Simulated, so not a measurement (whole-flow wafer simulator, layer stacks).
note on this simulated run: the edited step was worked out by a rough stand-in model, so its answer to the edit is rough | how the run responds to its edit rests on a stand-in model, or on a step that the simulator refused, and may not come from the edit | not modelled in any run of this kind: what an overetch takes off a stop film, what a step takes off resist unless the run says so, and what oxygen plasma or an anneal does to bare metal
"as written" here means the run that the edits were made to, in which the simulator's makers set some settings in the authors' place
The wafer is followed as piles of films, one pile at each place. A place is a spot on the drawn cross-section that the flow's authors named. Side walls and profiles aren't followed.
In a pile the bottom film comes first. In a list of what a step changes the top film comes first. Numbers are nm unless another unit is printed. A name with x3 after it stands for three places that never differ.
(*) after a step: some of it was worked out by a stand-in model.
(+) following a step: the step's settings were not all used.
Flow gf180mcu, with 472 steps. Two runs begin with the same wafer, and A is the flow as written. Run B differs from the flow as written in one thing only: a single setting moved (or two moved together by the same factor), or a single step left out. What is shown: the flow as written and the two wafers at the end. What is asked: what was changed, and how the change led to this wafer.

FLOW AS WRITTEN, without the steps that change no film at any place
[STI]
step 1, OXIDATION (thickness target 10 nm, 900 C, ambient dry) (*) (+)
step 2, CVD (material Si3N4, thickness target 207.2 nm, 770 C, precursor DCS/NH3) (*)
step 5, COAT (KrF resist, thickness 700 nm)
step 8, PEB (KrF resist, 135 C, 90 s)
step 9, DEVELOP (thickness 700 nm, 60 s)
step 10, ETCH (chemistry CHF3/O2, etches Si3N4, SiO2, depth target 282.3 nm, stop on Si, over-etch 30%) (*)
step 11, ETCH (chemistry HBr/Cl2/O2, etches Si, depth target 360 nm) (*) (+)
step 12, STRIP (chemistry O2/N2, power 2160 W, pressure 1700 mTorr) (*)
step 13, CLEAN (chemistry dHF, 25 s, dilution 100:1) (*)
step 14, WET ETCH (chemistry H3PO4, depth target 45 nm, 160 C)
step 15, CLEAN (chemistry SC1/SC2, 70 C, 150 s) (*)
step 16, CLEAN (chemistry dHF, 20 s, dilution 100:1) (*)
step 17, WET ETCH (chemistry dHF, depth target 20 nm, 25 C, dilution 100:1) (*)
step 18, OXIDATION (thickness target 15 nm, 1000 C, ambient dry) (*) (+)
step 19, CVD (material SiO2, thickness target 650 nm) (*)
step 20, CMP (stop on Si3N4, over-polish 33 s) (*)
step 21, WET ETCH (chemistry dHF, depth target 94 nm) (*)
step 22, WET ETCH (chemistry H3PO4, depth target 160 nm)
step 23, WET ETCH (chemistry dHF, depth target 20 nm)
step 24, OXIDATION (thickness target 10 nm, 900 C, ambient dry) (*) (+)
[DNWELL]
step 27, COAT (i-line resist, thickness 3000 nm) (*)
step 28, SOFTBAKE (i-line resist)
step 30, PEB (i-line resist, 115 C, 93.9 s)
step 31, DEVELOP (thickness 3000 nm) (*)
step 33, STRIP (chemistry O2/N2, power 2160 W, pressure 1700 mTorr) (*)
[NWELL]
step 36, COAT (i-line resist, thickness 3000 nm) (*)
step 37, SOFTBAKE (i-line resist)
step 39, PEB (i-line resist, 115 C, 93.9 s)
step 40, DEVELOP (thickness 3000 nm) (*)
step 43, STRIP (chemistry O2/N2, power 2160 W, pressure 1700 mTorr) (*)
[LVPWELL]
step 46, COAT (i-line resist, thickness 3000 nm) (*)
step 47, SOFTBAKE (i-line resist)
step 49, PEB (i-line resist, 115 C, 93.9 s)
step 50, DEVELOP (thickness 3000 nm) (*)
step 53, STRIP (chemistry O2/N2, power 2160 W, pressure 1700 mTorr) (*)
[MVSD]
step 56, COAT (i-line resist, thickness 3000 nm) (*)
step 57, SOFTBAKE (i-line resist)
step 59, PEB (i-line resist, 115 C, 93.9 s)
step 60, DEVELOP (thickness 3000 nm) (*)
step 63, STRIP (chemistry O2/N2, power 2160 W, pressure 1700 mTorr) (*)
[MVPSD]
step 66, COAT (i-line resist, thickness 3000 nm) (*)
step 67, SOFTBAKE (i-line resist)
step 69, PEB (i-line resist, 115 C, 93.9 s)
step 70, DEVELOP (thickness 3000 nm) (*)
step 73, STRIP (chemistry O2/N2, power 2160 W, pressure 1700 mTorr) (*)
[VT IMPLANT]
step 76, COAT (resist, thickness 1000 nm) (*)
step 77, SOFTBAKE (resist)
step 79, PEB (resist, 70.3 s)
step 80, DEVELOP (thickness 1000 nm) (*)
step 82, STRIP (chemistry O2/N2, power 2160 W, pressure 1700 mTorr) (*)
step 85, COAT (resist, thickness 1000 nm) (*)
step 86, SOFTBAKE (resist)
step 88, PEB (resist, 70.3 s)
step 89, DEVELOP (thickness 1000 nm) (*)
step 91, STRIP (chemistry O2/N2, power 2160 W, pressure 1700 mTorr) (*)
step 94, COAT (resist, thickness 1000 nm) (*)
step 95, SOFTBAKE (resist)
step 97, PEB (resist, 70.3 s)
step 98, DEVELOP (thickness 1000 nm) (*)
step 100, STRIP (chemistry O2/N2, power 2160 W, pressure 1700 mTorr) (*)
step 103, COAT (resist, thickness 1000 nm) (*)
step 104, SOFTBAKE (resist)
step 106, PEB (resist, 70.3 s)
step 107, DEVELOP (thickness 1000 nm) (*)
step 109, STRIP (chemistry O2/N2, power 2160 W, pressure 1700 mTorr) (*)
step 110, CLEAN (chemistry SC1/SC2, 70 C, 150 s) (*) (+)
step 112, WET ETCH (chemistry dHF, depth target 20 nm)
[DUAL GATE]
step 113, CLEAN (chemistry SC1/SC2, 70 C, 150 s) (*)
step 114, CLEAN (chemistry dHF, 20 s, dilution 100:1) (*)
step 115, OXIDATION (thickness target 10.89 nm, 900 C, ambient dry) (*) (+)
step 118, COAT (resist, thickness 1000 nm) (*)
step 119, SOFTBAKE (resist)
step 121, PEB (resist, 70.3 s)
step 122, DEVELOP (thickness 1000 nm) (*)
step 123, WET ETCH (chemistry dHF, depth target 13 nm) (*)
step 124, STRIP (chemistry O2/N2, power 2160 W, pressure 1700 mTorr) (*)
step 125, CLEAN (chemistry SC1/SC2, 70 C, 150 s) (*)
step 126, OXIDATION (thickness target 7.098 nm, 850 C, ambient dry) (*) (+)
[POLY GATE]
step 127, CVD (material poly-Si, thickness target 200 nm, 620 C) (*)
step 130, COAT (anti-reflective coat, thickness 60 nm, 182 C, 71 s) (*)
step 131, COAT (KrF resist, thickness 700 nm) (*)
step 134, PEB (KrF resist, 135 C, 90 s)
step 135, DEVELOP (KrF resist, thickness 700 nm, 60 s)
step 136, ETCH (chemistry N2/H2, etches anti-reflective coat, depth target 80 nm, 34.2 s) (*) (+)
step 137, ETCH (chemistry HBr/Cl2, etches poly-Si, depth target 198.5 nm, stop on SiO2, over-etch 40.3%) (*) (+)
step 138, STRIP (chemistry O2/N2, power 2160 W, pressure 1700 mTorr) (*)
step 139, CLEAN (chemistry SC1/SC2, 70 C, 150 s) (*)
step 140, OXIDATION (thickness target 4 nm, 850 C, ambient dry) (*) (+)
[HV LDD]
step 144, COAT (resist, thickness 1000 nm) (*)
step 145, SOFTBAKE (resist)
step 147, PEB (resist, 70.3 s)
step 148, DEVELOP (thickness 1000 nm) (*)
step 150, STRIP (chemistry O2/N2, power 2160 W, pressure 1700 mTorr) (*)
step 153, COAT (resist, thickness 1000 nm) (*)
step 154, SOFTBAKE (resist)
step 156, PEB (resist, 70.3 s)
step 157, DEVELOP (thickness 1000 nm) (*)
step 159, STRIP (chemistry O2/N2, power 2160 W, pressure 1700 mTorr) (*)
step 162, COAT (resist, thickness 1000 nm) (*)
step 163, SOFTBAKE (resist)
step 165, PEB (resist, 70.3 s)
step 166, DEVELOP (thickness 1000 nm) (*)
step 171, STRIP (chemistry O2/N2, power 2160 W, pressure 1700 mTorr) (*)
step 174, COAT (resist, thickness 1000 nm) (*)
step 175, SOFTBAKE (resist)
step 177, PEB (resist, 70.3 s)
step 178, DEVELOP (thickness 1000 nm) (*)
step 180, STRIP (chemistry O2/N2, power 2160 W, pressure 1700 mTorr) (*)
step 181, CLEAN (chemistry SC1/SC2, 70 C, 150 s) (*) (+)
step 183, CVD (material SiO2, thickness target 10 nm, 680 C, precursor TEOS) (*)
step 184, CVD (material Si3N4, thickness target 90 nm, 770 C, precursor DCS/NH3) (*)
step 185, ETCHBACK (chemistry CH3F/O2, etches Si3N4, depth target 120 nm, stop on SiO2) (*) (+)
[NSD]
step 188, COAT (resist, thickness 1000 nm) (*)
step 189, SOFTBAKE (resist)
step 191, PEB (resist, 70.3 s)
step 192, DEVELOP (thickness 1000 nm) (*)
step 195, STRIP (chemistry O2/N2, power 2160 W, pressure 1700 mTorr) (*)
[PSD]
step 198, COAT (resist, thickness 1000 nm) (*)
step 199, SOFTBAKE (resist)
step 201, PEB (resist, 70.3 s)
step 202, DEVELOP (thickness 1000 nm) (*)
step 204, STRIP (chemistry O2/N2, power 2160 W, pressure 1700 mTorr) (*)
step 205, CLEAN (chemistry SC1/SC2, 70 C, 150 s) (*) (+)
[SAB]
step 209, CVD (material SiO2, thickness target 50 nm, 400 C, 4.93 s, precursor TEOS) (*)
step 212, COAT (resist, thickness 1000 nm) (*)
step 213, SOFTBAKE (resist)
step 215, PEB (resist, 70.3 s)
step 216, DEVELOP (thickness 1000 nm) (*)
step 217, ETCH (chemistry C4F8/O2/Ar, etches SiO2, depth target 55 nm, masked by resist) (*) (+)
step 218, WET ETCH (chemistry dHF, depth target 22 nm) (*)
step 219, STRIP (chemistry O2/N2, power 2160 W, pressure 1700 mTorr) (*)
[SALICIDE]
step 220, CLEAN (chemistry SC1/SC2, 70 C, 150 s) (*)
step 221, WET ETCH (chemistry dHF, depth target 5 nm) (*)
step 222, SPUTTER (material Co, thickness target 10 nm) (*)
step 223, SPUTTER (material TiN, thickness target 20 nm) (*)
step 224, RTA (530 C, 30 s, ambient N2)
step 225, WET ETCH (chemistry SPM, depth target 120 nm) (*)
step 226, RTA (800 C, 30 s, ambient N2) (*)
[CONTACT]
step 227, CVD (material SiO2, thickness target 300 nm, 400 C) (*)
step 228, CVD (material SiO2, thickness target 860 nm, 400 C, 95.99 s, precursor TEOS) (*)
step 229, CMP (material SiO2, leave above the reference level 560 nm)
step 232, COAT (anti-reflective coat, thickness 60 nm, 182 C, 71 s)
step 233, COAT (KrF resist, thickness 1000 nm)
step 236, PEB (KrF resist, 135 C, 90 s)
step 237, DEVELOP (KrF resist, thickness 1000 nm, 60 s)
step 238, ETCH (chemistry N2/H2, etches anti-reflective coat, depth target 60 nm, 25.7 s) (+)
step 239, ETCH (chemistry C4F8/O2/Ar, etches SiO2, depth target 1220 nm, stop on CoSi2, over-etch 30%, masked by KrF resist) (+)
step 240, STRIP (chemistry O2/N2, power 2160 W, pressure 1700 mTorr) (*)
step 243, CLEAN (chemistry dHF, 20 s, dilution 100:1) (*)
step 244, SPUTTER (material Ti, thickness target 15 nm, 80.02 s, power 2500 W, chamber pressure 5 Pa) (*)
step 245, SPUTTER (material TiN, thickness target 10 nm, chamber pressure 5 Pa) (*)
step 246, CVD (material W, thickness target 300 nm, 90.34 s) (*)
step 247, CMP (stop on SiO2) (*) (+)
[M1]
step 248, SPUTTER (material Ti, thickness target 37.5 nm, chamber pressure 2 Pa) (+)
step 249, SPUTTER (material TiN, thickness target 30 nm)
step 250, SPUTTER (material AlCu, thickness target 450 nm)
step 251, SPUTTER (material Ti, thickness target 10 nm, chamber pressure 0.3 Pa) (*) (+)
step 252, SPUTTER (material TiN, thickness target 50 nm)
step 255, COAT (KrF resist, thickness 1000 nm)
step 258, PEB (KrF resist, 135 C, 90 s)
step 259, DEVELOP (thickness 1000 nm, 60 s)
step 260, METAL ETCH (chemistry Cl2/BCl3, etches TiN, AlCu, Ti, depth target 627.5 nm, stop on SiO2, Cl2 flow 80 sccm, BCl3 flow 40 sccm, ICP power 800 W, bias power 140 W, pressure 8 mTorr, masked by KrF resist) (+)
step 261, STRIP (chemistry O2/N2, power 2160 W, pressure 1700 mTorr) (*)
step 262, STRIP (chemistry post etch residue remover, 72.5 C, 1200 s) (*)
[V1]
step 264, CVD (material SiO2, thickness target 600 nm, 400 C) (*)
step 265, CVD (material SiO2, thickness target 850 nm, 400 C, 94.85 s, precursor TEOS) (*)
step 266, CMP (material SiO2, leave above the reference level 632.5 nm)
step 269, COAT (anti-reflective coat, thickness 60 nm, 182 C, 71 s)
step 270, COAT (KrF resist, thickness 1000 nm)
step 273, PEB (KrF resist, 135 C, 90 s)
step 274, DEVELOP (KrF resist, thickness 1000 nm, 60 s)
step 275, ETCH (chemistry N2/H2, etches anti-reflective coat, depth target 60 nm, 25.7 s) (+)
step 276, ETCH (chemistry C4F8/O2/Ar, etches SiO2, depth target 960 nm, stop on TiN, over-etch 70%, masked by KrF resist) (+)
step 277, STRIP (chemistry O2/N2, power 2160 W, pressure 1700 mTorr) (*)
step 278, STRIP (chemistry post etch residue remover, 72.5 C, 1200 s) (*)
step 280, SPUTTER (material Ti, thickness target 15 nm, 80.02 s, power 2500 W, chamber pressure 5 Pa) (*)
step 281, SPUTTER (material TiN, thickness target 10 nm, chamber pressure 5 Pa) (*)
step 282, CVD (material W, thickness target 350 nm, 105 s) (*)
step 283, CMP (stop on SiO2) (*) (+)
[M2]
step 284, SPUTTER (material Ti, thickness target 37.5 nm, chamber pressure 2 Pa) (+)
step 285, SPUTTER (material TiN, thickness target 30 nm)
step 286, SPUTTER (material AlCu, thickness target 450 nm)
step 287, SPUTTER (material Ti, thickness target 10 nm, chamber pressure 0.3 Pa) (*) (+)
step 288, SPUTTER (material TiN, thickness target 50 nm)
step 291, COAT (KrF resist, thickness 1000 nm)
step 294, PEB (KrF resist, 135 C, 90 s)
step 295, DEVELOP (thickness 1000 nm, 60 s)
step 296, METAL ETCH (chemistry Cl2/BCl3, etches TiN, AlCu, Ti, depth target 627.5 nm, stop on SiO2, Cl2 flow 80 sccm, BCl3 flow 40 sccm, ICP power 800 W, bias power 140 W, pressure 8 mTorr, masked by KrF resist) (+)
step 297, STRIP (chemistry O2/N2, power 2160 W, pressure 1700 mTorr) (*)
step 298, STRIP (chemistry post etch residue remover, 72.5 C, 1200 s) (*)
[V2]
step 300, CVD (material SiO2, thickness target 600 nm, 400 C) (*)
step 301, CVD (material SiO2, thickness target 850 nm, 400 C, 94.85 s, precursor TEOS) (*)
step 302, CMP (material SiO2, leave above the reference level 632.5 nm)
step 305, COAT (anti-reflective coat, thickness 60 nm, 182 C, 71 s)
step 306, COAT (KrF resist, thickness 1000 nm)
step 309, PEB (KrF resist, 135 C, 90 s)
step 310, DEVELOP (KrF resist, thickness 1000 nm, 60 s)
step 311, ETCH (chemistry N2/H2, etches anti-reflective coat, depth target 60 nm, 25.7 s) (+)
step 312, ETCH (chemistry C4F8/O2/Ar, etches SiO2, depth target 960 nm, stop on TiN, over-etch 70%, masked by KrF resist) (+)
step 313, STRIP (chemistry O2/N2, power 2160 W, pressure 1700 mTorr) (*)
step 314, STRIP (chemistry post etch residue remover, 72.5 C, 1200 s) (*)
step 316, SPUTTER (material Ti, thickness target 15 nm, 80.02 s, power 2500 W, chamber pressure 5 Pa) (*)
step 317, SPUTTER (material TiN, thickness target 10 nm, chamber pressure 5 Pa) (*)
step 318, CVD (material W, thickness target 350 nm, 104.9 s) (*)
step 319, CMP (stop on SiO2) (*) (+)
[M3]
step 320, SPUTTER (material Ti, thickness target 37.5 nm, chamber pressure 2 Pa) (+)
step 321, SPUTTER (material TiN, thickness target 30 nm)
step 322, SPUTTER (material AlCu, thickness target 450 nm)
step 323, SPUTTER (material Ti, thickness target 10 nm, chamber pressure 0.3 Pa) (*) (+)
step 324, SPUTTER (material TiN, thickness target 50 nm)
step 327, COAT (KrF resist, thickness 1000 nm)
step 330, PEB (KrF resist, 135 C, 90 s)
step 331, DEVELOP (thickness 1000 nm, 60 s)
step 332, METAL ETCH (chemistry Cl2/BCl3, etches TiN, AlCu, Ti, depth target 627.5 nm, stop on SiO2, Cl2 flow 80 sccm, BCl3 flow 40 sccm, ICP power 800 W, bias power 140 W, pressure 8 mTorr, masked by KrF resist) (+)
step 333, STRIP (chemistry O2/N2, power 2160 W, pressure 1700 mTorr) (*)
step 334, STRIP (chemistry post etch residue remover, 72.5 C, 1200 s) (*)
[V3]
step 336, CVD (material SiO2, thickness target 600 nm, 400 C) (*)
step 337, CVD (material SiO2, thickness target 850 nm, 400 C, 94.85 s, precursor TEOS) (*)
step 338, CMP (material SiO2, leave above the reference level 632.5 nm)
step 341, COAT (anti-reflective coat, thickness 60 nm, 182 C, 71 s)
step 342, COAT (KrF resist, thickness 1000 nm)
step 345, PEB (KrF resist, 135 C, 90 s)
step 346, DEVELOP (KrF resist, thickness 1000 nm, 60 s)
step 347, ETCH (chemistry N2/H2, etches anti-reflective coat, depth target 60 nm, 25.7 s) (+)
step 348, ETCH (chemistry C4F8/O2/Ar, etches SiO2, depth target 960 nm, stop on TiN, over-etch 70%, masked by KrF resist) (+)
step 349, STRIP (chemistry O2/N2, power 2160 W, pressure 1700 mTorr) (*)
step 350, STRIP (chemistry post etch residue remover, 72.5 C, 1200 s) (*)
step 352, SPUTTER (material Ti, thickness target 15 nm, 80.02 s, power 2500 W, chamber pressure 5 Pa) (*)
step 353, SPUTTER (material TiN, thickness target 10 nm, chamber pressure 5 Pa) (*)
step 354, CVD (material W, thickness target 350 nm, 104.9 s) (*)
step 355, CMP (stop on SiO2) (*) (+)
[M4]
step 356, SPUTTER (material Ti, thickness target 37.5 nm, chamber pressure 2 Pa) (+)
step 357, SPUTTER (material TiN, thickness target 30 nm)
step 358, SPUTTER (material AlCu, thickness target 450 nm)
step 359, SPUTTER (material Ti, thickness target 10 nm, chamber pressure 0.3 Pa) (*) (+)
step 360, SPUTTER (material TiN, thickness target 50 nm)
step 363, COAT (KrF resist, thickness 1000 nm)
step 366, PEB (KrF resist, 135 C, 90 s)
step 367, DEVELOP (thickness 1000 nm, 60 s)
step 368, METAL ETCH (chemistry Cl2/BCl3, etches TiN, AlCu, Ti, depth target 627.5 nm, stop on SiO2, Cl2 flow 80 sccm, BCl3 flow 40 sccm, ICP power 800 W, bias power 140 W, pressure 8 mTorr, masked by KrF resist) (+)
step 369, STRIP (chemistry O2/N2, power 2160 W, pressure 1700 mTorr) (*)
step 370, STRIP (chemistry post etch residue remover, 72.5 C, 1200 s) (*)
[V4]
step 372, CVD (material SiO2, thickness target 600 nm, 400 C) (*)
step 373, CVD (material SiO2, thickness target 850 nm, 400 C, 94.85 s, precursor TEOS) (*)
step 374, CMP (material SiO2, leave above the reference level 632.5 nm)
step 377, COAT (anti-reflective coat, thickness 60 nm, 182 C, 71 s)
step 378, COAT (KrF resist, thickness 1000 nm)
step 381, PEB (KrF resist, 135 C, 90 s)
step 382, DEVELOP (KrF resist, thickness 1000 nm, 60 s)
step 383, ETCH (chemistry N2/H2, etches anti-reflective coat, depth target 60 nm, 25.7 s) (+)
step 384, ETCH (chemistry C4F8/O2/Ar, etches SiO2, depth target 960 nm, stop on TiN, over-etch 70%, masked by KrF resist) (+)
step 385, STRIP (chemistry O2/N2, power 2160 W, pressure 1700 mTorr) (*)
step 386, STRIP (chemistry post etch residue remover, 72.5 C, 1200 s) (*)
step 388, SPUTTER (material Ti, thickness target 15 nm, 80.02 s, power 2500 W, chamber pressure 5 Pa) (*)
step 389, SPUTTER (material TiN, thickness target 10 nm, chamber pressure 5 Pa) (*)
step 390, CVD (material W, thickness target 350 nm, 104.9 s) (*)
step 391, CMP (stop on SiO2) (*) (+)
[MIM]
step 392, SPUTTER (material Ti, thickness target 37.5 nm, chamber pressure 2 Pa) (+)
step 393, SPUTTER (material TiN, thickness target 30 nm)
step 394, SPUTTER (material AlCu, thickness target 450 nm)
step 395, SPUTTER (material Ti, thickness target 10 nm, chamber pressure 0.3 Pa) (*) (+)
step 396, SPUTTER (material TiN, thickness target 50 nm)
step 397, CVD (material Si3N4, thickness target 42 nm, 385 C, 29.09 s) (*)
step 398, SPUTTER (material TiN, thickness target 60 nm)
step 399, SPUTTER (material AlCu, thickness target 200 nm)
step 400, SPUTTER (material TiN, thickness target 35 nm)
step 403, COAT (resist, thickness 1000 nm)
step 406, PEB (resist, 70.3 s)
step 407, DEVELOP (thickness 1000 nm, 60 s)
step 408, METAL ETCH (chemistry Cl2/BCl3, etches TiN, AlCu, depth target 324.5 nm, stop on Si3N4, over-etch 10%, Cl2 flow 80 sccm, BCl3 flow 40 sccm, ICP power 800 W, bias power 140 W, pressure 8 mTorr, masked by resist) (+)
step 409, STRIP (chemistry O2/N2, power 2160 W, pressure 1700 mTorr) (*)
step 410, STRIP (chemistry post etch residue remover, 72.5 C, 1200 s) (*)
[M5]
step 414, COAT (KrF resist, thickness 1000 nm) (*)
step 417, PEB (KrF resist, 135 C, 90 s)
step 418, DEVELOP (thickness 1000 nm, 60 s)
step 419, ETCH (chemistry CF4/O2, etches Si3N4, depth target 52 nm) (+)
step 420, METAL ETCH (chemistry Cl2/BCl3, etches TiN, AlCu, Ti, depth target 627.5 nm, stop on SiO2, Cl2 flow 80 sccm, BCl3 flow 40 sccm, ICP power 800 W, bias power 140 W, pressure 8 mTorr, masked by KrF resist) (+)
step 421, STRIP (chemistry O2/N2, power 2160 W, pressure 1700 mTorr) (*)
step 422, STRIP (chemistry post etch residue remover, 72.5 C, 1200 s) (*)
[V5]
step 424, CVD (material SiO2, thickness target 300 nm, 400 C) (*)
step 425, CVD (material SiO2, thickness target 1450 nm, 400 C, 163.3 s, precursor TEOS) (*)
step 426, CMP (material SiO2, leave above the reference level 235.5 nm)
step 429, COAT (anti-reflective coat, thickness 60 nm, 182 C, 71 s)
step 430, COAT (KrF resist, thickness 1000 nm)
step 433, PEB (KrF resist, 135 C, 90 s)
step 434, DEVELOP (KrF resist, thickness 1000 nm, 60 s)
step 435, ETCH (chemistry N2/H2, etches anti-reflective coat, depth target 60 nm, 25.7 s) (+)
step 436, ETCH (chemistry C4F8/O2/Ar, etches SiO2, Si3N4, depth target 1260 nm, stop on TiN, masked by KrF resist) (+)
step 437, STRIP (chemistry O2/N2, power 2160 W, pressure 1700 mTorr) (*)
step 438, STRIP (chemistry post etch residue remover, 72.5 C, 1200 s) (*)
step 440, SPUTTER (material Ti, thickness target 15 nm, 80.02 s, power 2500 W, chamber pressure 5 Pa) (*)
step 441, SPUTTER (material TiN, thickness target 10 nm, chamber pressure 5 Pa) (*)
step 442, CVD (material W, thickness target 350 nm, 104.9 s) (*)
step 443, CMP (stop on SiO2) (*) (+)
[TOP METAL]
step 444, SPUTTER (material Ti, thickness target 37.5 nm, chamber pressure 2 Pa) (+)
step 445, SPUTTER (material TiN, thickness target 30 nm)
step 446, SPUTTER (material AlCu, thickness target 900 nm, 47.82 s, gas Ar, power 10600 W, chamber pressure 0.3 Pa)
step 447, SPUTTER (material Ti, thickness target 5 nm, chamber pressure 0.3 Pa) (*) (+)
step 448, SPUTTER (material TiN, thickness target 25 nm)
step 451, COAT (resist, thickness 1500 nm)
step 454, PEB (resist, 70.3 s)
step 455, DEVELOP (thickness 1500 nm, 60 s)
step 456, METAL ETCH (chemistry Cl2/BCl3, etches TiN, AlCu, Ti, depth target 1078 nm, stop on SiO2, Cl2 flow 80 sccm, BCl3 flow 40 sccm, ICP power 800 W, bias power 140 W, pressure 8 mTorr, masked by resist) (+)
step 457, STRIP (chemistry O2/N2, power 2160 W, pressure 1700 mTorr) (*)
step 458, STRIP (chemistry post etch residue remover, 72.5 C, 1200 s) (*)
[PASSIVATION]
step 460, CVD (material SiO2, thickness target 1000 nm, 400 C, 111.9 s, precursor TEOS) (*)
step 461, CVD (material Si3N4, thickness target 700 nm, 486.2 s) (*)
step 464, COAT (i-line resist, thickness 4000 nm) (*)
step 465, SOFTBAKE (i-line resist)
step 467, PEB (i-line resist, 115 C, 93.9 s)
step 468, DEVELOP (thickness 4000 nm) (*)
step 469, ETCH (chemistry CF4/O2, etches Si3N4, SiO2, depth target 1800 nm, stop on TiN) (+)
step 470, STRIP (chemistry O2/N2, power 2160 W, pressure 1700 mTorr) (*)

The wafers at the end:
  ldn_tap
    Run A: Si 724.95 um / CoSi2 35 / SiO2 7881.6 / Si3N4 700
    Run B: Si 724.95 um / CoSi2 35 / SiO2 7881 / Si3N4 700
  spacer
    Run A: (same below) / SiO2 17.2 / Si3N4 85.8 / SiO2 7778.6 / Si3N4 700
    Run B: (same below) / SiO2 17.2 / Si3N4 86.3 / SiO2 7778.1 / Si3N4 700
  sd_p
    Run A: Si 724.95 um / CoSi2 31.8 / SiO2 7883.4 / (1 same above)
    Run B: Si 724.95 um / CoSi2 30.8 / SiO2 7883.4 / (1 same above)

Cause: step 209, CVD: thickness target 68.8 nm was run, while the flow as written has thickness target 50 nm; step 209, CVD: 6.779 s was run, where the flow has 4.93 s.

How this came from the change, step by step:
  step 209, CVD (material SiO2, thickness target 50 nm, 400 C, 4.93 s, precursor TEOS) (*)
      field, field__w7, field__w8 and 73 more: A +50 SiO2 | B +68.1 SiO2
      field_sub, field_sub__w2, ld_drn_n, ld_sd_p: A +48.8 SiO2 | B +66.5 SiO2
      (also at 29 further places)
  step 217, ETCH (chemistry C4F8/O2/Ar, etches SiO2, depth target 55 nm, masked by resist) (*) (+)
      spacer: A -50 SiO2 (all of it), -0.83 Si3N4 | B -55 SiO2
  step 218, WET ETCH (chemistry dHF, depth target 22 nm) (*)
      ldn_tap, ldn_src, ldn_drn, ldp_tap, ldp_src, ldp_drn, ldp_gr: A -16 SiO2 (all of it) | B -33.5 SiO2
      spacer: A -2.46 Si3N4 | B -13.1 SiO2 (all of it), -2.8 Si3N4
      (also at 92 further places)
  step 219, STRIP (chemistry O2/N2, power 2160 W, pressure 1700 mTorr) (*)
      sd_p_hv, ldn_tap, ldn_src, ldn_drn, ldp_tap, ldp_src, ldp_drn, ldp_gr: A +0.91 chemical SiO2 (new film), -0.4 Si | B nothing
  step 220, CLEAN (chemistry SC1/SC2, 70 C, 150 s) (*)
      ldn_tap, ldp_tap, ldp_src, ldp_drn, ldp_gr: A -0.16 chemical SiO2, -0.23 Si | B -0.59 SiO2 (all of it)
      ldn_src, ldn_drn: A -0.16 chemical SiO2, -0.23 Si | B -0.58 SiO2 (all of it)
      (also at 1 further place)
  step 221, WET ETCH (chemistry dHF, depth target 5 nm) (*)
      ldn_tap, ldn_src, ldn_drn, ldp_tap, ldp_src, ldp_drn, ldp_gr: A -0.76 chemical SiO2 (all of it) | B nothing
  step 223, SPUTTER (material TiN, thickness target 20 nm) (*)
      field__w12: A +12 TiN (new film) | B +12.7 TiN (new film)
      sd_p: A +17.9 TiN (new film) | B +17.3 TiN (new film)
      (also at 1 further place)
  step 224, RTA (530 C, 30 s, ambient N2)
      sd_p: A under 1 film: +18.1 CoSi (new film), -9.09 Co (all of it), -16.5 Si | B under 1 film: +17.5 CoSi (new film), -8.81 Co (all of it), -16 Si
  step 225, WET ETCH (chemistry SPM, depth target 120 nm) (*)
      field__w12: A -12 TiN (all of it), -6.15 Co (all of it) | B -12.7 TiN (all of it), -6.43 Co (all of it)
      sd_p: A -17.9 TiN (all of it) | B -17.3 TiN (all of it)
      (also at 1 further place)
  step 226, RTA (800 C, 30 s, ambient N2) (*)
      sd_p: A +31.8 CoSi2 (new film), -18.1 CoSi (all of it), -16.5 Si | B +30.8 CoSi2 (new film), -17.5 CoSi (all of it), -16 Si
  step 229, CMP (material SiO2, leave above the reference level 560 nm)
      ldn_sep__w1, ldn_sep__w2, ldn_dft and 8 more: A -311 SiO2 | B -318.9 SiO2
      sti, mim_1p0, pad, dice_street, iso_nw_fld, iso_fld_sub: A -296.8 SiO2 | B -304.7 SiO2
      (also at 43 further places)
